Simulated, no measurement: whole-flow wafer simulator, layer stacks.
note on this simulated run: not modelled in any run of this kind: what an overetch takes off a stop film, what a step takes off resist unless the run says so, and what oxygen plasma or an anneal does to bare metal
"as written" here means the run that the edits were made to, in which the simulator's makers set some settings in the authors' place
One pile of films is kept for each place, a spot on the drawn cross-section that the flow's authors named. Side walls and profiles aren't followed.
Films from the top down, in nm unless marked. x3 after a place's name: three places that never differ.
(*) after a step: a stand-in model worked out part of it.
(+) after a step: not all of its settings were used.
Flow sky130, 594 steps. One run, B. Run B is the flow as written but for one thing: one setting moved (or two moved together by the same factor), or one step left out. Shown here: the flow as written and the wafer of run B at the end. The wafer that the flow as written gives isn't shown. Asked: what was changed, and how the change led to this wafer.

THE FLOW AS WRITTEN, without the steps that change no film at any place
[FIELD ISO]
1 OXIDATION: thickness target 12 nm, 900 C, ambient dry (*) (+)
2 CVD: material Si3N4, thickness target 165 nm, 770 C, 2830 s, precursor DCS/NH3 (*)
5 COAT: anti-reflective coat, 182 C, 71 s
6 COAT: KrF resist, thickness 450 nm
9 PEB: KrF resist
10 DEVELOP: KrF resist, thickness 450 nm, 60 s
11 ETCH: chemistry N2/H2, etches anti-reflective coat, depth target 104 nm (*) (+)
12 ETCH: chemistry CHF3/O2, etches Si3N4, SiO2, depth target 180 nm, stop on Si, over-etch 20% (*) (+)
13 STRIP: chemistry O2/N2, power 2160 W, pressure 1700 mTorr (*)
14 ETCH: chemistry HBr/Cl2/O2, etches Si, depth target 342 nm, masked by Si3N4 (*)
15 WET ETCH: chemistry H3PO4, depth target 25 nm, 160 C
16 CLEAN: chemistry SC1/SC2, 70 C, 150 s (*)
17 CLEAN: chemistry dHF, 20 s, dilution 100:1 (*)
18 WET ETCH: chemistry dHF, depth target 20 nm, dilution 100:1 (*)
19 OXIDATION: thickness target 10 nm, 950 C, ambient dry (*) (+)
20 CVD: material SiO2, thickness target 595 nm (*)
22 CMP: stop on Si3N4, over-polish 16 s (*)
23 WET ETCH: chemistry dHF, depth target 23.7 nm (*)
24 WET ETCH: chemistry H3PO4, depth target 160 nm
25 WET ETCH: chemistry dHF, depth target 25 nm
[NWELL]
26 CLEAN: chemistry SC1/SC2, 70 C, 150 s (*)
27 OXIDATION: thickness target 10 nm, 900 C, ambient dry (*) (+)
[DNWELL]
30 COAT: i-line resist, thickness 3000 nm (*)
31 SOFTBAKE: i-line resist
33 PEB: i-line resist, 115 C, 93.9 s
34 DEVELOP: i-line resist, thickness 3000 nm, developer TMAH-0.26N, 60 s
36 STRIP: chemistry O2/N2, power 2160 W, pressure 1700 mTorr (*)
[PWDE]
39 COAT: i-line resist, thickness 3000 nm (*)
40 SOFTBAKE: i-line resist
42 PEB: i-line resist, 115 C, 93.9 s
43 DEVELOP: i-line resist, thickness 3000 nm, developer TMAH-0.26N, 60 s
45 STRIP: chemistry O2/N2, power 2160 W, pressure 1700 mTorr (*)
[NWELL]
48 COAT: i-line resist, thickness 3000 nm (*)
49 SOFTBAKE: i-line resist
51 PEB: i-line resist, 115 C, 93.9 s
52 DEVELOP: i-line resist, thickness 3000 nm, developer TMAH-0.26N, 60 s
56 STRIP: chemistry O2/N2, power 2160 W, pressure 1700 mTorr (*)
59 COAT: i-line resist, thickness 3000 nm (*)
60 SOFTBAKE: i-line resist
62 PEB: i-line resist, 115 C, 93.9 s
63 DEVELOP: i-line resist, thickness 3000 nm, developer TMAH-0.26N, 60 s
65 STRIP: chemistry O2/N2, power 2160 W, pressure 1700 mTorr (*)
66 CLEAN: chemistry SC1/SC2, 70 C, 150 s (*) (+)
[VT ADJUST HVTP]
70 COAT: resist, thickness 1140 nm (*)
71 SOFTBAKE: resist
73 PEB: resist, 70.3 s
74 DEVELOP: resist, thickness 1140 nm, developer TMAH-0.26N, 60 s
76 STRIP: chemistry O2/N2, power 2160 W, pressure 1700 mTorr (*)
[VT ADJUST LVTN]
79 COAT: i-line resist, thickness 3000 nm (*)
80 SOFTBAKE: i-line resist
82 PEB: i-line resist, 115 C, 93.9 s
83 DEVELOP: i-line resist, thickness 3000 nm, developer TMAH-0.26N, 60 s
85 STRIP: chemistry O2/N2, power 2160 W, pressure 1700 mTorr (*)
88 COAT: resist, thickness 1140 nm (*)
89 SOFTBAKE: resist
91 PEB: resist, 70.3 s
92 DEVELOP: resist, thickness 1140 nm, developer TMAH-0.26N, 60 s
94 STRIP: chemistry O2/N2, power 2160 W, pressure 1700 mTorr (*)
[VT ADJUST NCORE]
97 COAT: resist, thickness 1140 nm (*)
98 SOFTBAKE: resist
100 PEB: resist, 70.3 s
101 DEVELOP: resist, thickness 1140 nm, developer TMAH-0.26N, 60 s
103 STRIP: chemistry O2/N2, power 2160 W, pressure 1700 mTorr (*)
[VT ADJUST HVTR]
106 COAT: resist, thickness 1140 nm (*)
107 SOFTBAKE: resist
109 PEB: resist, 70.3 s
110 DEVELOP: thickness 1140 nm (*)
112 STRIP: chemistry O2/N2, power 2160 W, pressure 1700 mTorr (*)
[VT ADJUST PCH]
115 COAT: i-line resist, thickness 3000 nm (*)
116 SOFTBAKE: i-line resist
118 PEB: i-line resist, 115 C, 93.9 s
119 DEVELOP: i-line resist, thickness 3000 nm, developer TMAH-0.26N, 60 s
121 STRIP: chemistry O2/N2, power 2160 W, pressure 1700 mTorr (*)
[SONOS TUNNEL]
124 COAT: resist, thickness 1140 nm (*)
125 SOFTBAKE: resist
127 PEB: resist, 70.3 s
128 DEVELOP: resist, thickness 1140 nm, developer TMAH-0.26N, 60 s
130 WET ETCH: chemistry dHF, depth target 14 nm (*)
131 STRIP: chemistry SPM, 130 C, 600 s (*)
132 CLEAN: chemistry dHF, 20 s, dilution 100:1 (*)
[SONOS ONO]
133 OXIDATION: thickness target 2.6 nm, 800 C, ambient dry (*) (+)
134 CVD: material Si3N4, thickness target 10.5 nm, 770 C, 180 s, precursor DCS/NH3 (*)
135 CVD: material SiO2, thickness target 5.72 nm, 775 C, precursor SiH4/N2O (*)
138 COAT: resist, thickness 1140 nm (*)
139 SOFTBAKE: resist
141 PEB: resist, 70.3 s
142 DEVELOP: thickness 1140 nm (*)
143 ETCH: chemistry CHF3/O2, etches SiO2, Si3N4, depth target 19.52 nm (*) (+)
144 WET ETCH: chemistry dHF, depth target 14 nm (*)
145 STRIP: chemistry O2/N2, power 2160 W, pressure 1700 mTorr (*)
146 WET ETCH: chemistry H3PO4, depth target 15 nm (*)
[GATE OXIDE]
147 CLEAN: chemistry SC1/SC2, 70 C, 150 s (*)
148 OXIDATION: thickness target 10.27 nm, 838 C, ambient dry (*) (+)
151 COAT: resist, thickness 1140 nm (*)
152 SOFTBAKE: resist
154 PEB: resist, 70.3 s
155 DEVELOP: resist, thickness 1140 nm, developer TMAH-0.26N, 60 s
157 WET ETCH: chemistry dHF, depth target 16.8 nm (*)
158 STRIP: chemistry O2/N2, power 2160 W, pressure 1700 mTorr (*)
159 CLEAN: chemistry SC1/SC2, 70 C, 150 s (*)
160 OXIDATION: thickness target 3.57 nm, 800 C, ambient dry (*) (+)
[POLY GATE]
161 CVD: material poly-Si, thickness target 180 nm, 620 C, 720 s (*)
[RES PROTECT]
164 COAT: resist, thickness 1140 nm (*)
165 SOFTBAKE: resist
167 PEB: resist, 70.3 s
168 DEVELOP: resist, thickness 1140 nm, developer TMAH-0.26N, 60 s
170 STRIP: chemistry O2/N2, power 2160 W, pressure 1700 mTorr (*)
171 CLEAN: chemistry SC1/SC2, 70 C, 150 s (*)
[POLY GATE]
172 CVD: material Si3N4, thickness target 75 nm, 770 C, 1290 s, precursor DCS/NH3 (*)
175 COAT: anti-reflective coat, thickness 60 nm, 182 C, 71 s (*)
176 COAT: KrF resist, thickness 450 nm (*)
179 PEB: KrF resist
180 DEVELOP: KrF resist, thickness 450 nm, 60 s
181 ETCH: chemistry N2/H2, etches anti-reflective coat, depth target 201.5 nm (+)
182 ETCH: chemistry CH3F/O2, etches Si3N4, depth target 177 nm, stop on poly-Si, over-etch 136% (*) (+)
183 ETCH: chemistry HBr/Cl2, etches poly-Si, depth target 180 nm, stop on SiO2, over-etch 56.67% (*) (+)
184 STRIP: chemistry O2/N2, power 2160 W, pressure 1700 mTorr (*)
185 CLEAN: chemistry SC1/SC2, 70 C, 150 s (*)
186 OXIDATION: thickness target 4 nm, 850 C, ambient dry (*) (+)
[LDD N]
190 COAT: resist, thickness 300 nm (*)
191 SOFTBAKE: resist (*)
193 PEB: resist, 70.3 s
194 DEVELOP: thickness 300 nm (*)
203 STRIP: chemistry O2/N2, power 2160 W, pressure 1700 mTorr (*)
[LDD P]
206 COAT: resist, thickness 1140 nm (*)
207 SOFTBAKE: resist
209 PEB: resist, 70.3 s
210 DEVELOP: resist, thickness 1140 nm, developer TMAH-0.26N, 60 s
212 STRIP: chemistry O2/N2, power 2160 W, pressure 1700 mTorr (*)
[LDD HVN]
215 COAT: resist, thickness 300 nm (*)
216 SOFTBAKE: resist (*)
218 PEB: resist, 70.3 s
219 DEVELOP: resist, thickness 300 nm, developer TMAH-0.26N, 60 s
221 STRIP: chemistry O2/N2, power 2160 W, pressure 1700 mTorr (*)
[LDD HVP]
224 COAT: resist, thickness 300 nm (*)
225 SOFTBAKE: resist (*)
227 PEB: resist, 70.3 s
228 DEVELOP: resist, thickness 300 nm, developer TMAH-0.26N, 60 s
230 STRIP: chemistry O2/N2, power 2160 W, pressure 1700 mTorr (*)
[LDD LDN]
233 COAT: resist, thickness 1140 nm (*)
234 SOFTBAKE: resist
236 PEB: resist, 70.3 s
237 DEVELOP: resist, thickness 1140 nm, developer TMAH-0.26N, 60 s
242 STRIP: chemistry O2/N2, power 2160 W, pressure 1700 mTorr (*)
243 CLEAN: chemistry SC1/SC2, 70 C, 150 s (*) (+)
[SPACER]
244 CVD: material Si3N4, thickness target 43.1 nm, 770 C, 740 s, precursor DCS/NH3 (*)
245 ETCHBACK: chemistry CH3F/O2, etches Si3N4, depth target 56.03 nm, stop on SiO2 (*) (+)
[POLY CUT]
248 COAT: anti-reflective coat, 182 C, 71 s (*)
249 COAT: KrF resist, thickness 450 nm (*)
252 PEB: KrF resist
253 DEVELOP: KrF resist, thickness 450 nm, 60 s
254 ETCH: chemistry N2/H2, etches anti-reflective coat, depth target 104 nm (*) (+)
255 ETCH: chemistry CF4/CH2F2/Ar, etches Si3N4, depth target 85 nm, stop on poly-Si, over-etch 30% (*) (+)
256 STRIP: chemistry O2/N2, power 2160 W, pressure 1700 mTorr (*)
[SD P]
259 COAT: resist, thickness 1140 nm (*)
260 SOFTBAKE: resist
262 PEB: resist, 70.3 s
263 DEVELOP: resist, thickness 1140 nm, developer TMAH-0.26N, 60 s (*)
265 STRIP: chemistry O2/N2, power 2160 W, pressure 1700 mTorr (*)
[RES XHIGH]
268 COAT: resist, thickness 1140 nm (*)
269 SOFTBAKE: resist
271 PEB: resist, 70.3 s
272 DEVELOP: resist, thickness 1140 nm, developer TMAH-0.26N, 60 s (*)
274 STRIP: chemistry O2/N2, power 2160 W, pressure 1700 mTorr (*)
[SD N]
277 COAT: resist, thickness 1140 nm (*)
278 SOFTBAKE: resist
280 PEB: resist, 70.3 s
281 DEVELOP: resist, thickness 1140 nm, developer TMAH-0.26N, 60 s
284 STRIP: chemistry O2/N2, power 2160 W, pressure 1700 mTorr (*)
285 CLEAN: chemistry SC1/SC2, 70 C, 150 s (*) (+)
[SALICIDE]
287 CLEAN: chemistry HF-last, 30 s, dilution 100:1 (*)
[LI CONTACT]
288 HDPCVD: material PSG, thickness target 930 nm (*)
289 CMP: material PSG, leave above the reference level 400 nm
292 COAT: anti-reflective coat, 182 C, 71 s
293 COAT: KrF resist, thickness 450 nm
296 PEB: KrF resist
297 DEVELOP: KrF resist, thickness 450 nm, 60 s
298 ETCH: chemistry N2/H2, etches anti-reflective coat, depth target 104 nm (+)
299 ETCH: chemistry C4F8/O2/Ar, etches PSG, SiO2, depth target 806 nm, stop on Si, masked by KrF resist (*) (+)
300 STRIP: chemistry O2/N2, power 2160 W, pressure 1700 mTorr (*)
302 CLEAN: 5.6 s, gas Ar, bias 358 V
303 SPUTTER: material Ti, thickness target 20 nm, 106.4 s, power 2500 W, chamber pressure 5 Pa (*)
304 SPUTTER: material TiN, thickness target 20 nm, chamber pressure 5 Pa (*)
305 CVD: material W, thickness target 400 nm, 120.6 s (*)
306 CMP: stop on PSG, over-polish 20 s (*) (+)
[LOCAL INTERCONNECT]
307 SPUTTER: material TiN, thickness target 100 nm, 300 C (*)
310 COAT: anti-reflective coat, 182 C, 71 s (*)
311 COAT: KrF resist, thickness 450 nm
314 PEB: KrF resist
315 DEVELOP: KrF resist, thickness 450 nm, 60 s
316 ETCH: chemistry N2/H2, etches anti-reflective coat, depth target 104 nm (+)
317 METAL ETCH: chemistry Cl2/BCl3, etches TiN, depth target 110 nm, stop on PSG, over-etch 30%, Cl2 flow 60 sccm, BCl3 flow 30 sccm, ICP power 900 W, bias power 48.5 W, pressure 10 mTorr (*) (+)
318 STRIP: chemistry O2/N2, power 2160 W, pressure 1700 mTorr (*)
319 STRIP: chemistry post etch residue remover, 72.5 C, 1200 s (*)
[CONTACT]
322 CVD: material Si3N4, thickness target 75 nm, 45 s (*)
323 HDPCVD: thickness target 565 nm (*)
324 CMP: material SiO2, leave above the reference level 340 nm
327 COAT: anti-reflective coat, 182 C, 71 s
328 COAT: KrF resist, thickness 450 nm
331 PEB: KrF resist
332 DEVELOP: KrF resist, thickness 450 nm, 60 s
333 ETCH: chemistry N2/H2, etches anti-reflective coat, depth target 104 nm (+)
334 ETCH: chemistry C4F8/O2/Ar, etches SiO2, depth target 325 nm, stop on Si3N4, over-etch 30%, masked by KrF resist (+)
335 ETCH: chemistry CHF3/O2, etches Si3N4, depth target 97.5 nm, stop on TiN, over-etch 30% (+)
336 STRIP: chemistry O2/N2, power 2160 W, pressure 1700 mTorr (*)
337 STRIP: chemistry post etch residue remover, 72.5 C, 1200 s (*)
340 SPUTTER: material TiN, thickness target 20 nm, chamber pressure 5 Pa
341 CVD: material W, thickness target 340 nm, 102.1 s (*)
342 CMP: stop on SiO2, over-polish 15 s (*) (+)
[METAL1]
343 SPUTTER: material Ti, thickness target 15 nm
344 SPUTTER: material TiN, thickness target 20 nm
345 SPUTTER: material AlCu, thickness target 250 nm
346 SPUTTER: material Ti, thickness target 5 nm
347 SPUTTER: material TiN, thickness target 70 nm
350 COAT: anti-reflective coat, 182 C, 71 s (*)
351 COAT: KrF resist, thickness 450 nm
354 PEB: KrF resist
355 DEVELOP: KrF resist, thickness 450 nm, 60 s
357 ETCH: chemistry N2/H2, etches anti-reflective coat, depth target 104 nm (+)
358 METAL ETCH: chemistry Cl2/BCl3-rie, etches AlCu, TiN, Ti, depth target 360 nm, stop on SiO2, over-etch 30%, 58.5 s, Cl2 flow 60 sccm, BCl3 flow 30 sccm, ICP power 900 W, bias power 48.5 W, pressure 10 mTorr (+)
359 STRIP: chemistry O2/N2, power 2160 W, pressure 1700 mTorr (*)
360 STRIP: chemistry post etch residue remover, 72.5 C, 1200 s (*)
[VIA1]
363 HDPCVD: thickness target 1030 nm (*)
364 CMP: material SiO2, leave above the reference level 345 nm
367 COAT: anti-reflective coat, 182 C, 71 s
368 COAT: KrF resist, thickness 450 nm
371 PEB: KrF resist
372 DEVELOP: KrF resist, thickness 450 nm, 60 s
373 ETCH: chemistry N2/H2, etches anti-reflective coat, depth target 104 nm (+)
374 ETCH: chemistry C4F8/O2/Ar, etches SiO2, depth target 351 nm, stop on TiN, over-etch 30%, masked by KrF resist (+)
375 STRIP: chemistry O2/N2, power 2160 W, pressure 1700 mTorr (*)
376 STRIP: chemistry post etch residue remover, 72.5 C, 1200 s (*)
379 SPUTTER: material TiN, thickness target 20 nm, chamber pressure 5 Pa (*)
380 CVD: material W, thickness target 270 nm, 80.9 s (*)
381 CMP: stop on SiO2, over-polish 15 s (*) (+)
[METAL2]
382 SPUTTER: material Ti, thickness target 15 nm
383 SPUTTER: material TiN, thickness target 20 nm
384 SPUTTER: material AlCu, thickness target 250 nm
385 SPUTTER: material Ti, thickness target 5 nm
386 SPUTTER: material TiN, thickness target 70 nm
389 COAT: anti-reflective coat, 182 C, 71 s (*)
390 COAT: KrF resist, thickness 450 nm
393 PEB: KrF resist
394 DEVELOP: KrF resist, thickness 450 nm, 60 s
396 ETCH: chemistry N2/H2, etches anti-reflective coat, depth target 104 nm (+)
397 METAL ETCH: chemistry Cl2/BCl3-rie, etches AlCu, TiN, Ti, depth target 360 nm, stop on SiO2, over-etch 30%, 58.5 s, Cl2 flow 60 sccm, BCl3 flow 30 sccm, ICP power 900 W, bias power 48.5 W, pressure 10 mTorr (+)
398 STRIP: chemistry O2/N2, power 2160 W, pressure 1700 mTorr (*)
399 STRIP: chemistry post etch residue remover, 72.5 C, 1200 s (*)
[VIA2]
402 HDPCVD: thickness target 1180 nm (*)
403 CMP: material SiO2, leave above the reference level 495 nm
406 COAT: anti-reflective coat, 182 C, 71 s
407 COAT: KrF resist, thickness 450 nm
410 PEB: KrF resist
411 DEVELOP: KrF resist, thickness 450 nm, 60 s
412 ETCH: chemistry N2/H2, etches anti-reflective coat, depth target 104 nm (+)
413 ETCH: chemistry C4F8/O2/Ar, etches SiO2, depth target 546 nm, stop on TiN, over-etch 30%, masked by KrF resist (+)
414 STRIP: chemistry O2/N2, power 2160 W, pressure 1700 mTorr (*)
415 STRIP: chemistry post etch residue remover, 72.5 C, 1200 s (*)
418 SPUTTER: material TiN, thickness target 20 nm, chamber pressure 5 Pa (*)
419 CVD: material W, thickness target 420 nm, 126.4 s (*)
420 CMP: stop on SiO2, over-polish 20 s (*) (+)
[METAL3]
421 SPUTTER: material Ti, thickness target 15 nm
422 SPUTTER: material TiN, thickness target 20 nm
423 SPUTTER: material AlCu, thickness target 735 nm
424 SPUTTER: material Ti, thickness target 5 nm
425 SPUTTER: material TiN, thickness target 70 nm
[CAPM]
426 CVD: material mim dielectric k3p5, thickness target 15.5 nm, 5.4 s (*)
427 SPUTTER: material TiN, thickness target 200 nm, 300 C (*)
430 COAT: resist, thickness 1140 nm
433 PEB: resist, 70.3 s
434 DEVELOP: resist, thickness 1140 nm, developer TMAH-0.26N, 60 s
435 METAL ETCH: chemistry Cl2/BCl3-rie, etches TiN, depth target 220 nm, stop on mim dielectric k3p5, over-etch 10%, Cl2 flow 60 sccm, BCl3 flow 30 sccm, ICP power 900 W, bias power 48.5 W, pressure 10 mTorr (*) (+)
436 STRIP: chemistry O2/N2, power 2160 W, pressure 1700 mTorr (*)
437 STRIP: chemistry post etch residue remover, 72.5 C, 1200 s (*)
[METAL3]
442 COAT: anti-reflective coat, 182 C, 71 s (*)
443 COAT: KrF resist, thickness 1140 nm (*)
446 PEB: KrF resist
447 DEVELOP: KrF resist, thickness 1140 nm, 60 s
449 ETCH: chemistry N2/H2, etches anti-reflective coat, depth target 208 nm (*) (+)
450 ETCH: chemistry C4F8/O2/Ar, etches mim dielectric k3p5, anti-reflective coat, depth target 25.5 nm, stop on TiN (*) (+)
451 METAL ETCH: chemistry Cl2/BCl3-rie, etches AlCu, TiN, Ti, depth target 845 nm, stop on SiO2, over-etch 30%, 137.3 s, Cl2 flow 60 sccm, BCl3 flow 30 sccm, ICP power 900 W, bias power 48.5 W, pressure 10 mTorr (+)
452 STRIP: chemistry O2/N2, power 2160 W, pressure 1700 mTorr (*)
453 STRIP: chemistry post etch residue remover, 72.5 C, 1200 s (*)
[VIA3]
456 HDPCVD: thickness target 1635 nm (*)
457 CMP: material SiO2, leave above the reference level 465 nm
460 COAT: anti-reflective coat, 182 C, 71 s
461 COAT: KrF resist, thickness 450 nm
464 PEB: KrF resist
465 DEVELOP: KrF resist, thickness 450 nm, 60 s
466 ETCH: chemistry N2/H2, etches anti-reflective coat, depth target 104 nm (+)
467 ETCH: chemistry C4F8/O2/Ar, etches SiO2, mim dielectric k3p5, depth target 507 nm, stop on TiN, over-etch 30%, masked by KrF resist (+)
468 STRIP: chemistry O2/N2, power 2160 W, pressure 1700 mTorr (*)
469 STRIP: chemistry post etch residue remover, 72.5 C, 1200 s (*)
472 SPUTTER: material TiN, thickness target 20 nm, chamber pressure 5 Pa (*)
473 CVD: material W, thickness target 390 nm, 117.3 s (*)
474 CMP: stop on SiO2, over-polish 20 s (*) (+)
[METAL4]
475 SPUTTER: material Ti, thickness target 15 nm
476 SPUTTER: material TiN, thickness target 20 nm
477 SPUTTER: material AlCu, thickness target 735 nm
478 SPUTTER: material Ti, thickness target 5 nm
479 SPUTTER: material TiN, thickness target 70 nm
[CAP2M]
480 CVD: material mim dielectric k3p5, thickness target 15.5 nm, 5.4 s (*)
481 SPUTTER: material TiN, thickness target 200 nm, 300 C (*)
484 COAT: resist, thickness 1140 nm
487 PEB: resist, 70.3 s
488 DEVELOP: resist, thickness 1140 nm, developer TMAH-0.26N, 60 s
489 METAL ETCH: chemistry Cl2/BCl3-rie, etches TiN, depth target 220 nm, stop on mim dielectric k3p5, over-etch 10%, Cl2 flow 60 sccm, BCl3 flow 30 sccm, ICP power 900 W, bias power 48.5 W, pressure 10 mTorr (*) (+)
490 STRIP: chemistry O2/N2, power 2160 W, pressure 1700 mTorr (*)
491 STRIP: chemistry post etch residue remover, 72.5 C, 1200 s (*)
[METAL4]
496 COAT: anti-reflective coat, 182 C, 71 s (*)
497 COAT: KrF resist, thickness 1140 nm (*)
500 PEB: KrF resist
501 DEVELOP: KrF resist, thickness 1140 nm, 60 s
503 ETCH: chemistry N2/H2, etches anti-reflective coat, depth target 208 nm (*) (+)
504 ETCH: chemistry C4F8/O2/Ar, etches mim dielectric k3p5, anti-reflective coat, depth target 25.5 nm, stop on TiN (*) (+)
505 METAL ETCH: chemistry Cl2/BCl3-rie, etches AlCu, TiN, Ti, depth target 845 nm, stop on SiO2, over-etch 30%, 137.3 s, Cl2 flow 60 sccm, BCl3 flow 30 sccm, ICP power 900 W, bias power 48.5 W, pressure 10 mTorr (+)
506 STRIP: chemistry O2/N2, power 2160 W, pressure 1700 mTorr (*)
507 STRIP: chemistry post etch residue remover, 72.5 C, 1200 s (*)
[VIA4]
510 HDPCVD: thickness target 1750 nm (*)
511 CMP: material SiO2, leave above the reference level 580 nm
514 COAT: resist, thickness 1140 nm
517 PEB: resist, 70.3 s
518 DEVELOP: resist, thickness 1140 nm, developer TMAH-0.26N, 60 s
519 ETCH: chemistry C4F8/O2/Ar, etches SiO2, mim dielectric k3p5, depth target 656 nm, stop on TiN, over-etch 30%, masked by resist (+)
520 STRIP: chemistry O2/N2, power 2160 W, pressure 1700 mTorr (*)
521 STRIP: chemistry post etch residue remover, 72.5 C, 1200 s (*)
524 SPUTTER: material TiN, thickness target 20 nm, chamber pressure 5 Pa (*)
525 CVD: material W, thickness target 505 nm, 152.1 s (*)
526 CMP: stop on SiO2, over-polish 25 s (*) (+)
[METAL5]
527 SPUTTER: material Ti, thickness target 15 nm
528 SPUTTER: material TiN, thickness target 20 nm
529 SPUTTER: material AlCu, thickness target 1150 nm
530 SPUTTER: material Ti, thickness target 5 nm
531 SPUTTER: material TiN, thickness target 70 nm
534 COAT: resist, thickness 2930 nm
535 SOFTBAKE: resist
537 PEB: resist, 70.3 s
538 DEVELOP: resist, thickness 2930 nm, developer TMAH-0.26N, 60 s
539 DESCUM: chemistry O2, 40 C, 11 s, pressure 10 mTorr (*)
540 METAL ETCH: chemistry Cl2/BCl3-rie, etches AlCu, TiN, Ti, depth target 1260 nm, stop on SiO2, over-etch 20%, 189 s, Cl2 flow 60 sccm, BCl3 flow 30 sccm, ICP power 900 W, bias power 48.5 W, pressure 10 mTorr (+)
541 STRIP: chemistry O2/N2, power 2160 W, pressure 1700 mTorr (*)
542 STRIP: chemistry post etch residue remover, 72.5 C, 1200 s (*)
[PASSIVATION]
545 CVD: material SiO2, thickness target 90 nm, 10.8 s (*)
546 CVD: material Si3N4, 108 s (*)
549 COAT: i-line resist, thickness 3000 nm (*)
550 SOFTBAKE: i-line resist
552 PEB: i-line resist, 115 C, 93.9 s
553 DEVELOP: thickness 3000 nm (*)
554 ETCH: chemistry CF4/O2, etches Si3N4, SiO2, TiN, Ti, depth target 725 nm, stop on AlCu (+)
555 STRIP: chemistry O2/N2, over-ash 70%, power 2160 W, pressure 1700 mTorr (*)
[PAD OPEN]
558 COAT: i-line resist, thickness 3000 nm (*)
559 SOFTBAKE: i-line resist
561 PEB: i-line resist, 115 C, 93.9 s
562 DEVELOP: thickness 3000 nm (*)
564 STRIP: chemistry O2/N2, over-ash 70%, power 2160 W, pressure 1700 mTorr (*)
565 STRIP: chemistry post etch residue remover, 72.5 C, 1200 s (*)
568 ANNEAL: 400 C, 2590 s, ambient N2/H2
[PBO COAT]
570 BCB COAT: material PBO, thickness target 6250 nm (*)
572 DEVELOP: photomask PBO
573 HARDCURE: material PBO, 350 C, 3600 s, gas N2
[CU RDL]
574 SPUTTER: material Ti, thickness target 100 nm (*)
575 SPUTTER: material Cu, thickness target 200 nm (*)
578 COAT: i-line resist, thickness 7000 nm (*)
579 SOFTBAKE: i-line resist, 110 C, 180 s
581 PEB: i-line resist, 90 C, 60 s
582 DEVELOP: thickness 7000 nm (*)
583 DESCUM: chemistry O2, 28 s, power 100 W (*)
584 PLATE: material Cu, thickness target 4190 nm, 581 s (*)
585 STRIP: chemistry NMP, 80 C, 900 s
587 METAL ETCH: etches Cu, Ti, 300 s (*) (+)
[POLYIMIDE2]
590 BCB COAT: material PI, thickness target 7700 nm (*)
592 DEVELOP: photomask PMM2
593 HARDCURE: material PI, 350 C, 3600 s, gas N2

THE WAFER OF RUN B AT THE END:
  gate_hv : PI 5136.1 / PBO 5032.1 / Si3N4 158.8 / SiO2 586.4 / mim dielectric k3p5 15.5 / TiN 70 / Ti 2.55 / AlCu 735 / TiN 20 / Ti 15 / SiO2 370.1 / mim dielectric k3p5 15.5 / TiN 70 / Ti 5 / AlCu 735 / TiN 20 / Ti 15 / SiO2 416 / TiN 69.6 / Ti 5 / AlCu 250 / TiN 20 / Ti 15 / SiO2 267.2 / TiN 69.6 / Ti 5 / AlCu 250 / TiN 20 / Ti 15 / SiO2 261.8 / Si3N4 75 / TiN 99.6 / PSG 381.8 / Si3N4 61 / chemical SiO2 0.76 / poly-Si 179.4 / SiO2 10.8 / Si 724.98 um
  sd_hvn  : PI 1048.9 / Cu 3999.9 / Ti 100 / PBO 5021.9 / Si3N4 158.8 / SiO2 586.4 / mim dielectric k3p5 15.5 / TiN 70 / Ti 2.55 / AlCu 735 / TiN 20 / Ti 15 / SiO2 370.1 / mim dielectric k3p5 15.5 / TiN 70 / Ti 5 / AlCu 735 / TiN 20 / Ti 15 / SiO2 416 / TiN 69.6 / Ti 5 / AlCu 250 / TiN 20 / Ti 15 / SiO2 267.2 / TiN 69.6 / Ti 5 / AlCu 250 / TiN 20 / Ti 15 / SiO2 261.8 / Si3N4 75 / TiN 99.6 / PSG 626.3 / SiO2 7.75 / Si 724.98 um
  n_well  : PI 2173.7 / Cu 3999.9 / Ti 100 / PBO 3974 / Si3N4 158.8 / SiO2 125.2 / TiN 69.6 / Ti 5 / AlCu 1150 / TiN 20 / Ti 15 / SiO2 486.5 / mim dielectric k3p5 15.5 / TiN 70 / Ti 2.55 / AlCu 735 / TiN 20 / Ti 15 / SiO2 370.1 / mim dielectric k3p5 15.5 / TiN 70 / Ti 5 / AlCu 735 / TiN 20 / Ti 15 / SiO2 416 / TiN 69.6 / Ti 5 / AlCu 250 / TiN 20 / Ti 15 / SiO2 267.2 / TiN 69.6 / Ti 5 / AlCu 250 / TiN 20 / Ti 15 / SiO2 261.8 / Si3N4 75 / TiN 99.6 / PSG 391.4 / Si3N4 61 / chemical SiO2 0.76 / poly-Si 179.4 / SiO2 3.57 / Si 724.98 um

The cause: step 478, SPUTTER: thickness target 2.55 nm was run, where the flow has thickness target 5 nm.
It can be read off the wafer: gate_hv has Ti 2.55, and step 478 as written asks for 5 nm.

How the change led to this, step by step:
  478 SPUTTER: material Ti, thickness target 5 nm
      field, active, n_well and 189 more: Ti +2.55 (new film) (as written it would be: Ti +5 (new film))
  505 METAL ETCH: chemistry Cl2/BCl3-rie, etches AlCu, TiN, Ti, depth target 845 nm, stop on SiO2, over-etch 30%, 137.3 s, Cl2 flow 60 sccm, BCl3 flow 30 sccm, ICP power 900 W, bias power 48.5 W, pressure 10 mTorr (+)
      field, gate, spacer and 68 more: TiN -70 (all of it), Ti -2.55 (all of it), AlCu -735 (all of it), TiN -20 (all of it), Ti -15 (all of it), SiO2 -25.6 (as written it would be: TiN -70 (all of it), Ti -5 (all of it), AlCu -735 (all of it), TiN -20 (all of it), Ti -15 (all of it), SiO2 -25.4)
      active, vpp_iso1, mim_edge_plate and 14 more: TiN -70 (all of it), Ti -2.55 (all of it), AlCu -735 (all of it), TiN -20 (all of it), Ti -15 (all of it), SiO2 -25.6 (as written it would be: TiN -70 (all of it), Ti -5 (all of it), AlCu -735 (all of it), TiN -20 (all of it), Ti -15 (all of it), SiO2 -25.3)
